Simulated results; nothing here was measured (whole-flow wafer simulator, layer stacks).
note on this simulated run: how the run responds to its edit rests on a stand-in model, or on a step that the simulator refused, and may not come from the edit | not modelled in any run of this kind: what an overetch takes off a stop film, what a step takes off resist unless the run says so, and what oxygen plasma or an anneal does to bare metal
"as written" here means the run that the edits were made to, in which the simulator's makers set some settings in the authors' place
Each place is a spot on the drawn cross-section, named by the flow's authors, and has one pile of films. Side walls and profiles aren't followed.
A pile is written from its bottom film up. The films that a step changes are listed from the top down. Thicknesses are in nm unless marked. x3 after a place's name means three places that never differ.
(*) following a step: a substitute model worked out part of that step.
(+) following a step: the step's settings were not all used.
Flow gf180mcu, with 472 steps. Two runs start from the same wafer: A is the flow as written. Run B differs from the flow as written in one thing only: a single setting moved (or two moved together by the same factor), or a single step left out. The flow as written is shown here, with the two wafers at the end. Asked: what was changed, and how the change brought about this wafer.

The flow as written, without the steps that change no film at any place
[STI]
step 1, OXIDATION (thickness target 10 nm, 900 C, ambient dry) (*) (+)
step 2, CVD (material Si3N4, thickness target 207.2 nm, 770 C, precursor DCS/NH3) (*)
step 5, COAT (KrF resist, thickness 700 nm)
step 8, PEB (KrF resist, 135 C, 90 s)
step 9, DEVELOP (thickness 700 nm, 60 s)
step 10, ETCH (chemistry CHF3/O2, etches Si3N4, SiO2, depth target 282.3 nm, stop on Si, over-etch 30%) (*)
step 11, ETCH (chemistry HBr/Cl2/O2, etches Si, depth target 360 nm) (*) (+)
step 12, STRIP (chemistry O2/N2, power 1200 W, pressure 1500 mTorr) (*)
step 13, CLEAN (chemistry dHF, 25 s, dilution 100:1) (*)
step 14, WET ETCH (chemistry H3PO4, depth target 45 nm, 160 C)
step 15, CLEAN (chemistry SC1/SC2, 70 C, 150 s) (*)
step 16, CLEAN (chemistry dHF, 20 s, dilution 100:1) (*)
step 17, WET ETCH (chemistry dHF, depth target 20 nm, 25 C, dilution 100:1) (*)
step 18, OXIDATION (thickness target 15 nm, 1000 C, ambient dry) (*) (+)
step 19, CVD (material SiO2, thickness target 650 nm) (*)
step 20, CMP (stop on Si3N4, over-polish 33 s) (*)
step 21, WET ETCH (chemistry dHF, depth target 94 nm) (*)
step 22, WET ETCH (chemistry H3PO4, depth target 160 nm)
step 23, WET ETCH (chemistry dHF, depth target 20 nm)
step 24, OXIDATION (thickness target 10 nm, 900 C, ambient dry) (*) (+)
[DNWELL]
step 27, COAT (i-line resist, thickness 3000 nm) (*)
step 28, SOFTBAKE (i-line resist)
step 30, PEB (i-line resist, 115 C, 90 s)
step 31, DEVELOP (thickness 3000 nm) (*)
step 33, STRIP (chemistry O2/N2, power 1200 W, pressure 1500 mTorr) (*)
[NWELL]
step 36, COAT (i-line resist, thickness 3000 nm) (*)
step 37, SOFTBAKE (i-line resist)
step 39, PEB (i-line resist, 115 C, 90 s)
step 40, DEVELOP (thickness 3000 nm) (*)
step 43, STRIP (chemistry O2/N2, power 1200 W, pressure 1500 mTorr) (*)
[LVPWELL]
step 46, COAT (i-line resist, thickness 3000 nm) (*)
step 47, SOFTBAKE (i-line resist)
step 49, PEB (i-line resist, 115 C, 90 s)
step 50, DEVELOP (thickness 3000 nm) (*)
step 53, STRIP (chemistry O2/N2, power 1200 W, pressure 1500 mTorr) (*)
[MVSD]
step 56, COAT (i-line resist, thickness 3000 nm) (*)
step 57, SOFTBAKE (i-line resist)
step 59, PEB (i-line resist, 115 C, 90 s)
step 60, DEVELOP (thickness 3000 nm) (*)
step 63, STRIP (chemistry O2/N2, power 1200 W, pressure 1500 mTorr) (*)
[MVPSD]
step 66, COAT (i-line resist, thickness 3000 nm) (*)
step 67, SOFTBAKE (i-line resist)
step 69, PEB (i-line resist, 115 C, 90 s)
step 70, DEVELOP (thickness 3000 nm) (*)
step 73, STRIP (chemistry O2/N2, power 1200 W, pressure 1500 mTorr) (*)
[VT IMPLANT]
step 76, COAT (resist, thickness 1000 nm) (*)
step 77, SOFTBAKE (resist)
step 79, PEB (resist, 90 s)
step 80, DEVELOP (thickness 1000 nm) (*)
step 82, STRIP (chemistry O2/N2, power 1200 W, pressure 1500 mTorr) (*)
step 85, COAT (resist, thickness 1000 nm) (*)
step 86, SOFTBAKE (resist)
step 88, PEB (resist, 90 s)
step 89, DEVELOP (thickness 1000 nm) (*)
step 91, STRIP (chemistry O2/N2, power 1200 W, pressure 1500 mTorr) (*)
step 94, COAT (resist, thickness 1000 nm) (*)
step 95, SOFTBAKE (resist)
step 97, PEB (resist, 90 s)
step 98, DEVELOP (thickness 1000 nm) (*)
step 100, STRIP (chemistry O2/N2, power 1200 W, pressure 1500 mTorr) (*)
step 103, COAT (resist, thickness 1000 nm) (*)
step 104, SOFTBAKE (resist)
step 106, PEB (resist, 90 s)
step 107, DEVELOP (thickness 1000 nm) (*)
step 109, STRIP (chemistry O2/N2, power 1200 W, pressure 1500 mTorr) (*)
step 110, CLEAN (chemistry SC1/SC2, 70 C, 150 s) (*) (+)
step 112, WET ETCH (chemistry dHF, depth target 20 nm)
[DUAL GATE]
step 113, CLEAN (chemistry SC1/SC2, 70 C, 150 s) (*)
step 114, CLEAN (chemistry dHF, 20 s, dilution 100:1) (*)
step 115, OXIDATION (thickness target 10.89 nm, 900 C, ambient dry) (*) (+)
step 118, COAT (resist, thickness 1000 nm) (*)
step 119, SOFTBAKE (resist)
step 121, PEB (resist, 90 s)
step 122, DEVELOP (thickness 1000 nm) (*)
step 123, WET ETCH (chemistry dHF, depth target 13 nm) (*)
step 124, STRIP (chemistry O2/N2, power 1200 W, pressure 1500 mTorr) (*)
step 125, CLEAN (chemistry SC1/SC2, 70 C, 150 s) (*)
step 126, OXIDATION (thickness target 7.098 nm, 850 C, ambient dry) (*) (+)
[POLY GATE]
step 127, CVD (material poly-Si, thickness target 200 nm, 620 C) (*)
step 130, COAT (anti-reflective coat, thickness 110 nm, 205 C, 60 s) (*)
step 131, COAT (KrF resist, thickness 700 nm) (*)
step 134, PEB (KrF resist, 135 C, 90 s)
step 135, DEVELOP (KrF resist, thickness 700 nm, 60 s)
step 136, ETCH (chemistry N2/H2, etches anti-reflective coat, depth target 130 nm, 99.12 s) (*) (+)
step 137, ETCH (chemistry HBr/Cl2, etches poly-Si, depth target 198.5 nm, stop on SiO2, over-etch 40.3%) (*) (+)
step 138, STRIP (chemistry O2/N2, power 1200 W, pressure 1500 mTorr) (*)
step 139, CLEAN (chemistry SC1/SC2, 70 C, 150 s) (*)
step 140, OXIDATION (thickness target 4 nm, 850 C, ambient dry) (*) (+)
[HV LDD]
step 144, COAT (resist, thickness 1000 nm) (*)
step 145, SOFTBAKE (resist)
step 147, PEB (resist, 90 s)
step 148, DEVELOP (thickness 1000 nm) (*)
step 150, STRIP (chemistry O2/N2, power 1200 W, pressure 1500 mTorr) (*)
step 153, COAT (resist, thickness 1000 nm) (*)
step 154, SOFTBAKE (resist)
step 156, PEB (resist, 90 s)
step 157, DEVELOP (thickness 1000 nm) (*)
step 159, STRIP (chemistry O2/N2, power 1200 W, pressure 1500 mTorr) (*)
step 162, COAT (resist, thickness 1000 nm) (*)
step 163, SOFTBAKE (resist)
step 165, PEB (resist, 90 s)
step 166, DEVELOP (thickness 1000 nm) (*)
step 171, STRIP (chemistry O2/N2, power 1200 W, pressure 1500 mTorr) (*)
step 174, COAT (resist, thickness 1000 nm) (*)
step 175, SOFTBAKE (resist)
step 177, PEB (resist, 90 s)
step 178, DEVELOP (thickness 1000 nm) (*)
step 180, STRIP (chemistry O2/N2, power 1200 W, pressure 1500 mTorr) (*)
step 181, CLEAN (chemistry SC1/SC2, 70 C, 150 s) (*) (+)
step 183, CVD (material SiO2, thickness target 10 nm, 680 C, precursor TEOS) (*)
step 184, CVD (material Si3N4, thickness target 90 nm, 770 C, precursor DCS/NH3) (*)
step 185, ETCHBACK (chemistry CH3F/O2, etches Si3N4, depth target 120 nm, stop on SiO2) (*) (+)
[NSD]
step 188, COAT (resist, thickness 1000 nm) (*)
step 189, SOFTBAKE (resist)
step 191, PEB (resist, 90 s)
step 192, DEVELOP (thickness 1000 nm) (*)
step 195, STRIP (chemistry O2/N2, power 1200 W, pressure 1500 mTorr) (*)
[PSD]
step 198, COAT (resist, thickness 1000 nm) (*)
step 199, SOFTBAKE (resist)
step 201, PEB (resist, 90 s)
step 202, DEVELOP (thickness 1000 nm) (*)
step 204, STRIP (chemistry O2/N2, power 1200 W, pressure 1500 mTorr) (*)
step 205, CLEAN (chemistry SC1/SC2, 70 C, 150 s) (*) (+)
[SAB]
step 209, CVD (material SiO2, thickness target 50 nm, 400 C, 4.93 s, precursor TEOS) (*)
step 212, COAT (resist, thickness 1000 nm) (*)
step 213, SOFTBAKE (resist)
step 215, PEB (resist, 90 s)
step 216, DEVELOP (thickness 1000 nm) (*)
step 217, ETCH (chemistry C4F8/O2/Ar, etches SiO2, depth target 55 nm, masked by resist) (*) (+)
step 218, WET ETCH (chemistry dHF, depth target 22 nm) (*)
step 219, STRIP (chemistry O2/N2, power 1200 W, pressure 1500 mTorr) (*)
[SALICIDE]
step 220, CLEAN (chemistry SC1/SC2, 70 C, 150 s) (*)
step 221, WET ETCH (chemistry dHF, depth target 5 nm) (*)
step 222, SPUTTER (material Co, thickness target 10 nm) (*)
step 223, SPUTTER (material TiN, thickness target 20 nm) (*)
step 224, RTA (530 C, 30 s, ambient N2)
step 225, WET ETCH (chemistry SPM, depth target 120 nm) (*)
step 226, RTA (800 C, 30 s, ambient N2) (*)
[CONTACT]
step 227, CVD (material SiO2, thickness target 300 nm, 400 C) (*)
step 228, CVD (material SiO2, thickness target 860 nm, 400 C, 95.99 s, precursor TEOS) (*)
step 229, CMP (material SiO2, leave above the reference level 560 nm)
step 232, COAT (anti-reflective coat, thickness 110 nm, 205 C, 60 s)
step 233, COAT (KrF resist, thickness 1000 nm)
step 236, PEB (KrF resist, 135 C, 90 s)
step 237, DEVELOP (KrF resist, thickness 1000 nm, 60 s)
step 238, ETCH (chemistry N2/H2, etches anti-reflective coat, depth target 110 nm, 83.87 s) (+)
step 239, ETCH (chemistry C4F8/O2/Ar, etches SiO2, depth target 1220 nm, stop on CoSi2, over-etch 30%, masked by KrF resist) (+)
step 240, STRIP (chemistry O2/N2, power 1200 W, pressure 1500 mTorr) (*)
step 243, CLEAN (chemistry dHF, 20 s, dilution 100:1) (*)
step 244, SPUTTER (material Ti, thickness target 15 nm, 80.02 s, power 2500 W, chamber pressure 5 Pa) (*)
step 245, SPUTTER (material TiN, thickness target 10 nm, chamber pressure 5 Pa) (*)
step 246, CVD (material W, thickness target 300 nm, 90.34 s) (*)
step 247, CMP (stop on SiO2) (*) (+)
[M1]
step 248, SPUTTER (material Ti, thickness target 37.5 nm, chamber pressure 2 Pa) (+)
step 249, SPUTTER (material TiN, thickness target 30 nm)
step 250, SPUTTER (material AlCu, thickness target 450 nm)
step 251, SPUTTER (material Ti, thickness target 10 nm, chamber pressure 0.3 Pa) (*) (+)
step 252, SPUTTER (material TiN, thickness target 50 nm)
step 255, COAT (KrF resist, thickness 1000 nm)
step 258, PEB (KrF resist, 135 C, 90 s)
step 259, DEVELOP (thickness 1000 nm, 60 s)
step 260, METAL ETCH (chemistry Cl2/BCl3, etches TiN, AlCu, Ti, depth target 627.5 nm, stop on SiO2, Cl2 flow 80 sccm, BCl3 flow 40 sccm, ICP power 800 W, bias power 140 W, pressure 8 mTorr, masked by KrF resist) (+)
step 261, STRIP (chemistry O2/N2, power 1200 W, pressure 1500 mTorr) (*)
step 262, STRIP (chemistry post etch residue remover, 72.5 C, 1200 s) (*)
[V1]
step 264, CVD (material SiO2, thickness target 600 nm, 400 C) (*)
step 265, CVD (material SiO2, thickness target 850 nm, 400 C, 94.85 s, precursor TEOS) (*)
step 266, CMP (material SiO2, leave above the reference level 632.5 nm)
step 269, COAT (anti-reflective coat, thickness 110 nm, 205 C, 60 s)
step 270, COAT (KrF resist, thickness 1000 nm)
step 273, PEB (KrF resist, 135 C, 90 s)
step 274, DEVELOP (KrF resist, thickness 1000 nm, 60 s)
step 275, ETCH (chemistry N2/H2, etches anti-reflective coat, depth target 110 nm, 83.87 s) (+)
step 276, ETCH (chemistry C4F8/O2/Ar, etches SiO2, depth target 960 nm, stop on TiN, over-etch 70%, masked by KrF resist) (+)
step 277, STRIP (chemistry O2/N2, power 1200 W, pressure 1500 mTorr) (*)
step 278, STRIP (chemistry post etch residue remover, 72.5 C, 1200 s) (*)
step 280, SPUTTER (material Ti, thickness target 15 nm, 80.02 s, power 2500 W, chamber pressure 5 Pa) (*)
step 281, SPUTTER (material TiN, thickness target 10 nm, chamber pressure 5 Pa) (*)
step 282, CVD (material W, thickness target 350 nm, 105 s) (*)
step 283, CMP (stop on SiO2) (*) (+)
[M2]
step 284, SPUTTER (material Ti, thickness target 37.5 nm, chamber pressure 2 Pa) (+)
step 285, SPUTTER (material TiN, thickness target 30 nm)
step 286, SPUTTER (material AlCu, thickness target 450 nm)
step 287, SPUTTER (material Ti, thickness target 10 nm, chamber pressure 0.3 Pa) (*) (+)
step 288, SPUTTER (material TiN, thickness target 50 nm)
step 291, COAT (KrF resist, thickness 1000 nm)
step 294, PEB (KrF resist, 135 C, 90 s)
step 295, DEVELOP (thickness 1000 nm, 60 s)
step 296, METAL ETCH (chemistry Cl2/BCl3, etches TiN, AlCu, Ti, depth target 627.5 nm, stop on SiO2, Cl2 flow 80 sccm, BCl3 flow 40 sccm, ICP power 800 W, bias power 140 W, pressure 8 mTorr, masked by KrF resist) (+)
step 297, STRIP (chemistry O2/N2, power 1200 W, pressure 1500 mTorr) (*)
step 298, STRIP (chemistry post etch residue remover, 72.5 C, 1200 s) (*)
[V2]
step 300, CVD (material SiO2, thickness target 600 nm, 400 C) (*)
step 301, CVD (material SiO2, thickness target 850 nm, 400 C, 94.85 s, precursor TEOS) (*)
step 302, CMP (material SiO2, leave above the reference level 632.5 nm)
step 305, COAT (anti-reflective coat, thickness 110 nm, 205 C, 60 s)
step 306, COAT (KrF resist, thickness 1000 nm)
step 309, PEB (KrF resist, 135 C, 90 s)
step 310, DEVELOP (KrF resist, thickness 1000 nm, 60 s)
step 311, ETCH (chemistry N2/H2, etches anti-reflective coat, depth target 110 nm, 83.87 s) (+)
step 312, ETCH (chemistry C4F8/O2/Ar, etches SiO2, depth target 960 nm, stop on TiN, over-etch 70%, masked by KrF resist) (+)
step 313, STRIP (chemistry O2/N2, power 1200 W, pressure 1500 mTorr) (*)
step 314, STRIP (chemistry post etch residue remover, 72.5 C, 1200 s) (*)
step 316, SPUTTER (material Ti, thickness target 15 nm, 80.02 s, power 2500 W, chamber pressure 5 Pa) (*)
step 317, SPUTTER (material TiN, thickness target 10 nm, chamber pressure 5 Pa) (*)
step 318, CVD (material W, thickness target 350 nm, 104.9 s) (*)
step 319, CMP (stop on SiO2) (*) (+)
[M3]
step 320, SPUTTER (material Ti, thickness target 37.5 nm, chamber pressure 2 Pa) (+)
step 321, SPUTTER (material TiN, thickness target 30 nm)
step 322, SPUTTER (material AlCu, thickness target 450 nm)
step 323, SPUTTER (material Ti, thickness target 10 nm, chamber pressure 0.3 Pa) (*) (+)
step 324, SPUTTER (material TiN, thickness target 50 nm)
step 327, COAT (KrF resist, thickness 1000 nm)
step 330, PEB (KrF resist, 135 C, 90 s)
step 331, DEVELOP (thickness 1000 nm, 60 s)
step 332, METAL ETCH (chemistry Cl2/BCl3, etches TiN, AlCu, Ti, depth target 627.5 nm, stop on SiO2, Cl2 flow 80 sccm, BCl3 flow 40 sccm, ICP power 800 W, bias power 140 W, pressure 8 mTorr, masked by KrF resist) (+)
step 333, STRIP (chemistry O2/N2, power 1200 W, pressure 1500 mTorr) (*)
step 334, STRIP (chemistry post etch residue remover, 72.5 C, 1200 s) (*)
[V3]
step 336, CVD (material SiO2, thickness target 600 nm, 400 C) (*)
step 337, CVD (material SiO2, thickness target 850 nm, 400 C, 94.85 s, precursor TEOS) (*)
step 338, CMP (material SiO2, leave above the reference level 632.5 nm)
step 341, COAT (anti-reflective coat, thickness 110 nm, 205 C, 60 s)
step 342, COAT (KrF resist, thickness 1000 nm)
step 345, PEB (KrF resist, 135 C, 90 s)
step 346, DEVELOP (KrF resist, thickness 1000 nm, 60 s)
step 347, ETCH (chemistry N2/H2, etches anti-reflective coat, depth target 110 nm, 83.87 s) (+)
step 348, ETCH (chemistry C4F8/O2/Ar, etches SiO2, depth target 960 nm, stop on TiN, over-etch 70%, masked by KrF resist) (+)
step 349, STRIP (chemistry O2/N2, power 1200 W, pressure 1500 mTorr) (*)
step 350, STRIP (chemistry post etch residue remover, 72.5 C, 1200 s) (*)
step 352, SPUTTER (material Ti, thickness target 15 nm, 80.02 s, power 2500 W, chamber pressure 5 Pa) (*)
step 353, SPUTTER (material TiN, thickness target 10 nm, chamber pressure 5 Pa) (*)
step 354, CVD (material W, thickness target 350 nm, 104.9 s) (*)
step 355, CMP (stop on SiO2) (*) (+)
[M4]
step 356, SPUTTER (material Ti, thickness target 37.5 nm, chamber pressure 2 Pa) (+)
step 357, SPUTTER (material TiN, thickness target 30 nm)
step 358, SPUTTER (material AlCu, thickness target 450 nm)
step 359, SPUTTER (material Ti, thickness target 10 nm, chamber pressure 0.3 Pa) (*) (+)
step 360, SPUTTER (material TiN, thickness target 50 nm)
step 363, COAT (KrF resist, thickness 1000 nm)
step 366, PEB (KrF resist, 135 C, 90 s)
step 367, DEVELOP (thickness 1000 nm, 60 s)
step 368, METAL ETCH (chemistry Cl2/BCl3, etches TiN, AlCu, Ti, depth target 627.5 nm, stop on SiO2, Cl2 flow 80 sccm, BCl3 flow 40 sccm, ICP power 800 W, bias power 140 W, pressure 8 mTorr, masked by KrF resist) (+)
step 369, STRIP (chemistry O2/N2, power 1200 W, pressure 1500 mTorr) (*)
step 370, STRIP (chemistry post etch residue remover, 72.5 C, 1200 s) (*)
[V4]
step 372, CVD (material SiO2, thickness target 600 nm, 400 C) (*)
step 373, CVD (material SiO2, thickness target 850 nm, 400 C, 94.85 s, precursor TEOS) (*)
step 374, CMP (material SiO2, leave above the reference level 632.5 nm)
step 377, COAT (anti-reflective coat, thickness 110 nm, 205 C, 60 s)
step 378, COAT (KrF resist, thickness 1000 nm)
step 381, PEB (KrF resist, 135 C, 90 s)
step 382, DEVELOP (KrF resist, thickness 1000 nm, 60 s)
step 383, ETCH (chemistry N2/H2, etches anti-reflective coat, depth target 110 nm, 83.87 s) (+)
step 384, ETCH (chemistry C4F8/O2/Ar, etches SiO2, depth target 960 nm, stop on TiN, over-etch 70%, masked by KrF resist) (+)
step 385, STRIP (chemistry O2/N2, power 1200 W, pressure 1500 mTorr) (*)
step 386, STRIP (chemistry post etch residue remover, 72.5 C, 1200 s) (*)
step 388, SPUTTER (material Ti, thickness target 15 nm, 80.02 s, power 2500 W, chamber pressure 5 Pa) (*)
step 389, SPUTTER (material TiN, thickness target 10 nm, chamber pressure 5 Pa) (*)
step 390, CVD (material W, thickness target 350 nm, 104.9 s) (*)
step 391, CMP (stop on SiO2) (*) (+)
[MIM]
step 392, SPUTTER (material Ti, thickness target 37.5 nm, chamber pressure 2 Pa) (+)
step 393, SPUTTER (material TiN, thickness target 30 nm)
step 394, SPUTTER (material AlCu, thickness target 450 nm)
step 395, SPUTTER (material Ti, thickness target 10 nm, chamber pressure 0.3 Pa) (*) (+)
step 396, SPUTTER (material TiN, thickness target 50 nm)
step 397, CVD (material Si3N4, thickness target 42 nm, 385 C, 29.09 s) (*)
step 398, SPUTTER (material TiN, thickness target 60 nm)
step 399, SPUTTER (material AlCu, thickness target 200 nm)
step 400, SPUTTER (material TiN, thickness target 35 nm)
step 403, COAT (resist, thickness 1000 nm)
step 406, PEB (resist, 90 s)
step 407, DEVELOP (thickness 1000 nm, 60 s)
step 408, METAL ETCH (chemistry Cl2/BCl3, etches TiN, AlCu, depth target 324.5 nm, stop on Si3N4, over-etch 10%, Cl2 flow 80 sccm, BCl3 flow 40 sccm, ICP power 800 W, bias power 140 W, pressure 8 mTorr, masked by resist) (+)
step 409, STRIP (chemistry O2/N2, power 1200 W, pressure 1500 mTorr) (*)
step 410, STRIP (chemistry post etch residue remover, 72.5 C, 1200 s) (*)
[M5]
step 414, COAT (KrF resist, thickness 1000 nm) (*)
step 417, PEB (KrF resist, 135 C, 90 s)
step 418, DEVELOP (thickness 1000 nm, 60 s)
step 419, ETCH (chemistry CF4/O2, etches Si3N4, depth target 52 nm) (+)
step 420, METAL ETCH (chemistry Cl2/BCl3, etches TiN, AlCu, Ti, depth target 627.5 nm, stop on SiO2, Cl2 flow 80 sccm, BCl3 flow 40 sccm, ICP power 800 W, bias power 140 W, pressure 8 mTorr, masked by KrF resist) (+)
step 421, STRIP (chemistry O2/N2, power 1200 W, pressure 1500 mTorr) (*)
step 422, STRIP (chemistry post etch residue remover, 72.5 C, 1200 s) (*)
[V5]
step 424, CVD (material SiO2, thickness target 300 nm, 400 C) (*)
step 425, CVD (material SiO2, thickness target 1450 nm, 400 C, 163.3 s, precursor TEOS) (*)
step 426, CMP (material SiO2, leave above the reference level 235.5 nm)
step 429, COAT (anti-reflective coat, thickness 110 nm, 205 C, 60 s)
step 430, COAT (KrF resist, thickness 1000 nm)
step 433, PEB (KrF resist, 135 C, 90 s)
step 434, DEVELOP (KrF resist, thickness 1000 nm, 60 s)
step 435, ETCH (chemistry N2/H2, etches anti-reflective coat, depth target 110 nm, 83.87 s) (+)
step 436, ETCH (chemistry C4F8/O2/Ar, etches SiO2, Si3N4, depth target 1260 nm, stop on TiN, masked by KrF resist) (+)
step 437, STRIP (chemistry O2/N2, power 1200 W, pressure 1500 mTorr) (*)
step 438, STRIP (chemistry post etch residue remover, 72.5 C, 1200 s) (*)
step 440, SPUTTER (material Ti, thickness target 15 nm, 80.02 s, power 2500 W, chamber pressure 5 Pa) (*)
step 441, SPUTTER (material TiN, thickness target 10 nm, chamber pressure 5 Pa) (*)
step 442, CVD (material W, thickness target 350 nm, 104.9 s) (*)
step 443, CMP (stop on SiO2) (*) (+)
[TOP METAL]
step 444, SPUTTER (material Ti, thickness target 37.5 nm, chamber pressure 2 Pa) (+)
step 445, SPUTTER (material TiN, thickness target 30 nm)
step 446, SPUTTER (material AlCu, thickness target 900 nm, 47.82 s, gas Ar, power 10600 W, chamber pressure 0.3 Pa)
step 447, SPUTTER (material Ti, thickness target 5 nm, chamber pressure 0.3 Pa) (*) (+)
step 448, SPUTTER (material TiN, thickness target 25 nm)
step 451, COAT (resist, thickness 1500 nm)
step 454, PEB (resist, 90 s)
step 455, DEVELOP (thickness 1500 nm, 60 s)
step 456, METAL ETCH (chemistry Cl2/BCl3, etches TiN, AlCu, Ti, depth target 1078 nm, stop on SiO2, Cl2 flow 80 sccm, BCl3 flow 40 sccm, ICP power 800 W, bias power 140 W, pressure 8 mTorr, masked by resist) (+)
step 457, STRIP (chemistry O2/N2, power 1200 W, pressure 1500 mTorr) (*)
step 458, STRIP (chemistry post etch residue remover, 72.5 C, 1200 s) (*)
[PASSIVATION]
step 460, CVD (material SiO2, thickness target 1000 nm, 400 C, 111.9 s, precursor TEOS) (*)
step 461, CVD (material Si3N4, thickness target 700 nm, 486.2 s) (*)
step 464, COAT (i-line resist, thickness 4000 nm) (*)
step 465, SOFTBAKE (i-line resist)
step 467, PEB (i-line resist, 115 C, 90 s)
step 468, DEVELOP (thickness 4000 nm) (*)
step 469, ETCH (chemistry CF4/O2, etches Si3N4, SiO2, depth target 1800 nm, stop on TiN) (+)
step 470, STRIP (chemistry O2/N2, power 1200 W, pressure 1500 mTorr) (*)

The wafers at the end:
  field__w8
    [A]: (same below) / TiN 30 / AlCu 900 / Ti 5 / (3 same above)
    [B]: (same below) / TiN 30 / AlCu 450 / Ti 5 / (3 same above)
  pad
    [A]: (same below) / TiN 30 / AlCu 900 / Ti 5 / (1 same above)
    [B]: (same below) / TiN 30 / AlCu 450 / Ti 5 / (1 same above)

What caused this: step 446, SPUTTER: thickness target 450 nm was run, though the flow has thickness target 900 nm.
The wafer lets one read it off: field__w8 has AlCu 450, and step 446 as written asks for 900 nm.

Step by step, how the change led to this:
  step 446, SPUTTER (material AlCu, thickness target 900 nm, 47.82 s, gas Ar, power 10600 W, chamber pressure 0.3 Pa)
      field, field__w1, field__w2 and 109 more: A AlCu gains 900 (new film) | B AlCu gains 450 (new film)
  step 456, METAL ETCH (chemistry Cl2/BCl3, etches TiN, AlCu, Ti, depth target 1078 nm, stop on SiO2, Cl2 flow 80 sccm, BCl3 flow 40 sccm, ICP power 800 W, bias power 140 W, pressure 8 mTorr, masked by resist) (+)
      field, field__w1, field__w2 and 103 more: A TiN loses 25 (all of it), Ti loses 5 (all of it), AlCu loses 900 (all of it), TiN loses 30 (all of it), Ti loses 37.5 (all of it) | B TiN loses 25 (all of it), Ti loses 5 (all of it), AlCu loses 450 (all of it), TiN loses 30 (all of it), Ti loses 37.5 (all of it)
      field__w8, contact, m1, m1__w1, pad, m1_nw: A resist loses 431 | B resist loses 328.5
  step 457, STRIP (chemistry O2/N2, power 1200 W, pressure 1500 mTorr) (*)
      field__w8, contact, m1, m1__w1, pad, m1_nw: A resist loses 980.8 (all of it) | B resist loses 1083.3 (all of it)
  step 464, COAT (i-line resist, thickness 4000 nm) (*)
      field: A i-line resist gains 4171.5 (new film) | B i-line resist gains 4080.4 (new film)
      field__w8: A i-line resist gains 3093.1 (new film) | B i-line resist gains 3495.7 (new film)
      (as well as at 7 more places)
  step 465, SOFTBAKE (i-line resist)
      active: A i-line resist gains 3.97 | B nothing
      field__w5, field__w9: A i-line resist gains 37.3 | B i-line resist gains 17.1
      (as well as at 66 more places)
  step 467, PEB (i-line resist, 115 C, 90 s)
      field__w8, m1__w1: A i-line resist loses 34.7 | B i-line resist loses 42
      contact, m1: A i-line resist loses 35.1 | B i-line resist loses 42.2
      (as well as at 2 more places)
  step 468, DEVELOP (thickness 4000 nm) (*)
      pad: A i-line resist loses 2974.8 (all of it) | B i-line resist loses 3414.2 (all of it)
  step 470, STRIP (chemistry O2/N2, power 1200 W, pressure 1500 mTorr) (*)
      field__w8, m1__w1: A i-line resist loses 1787.7 (all of it) | B i-line resist loses 2221.4 (all of it)
      contact: A i-line resist loses 1811.2 (all of it) | B i-line resist loses 2231.5 (all of it)
      (as well as at 2 more places)
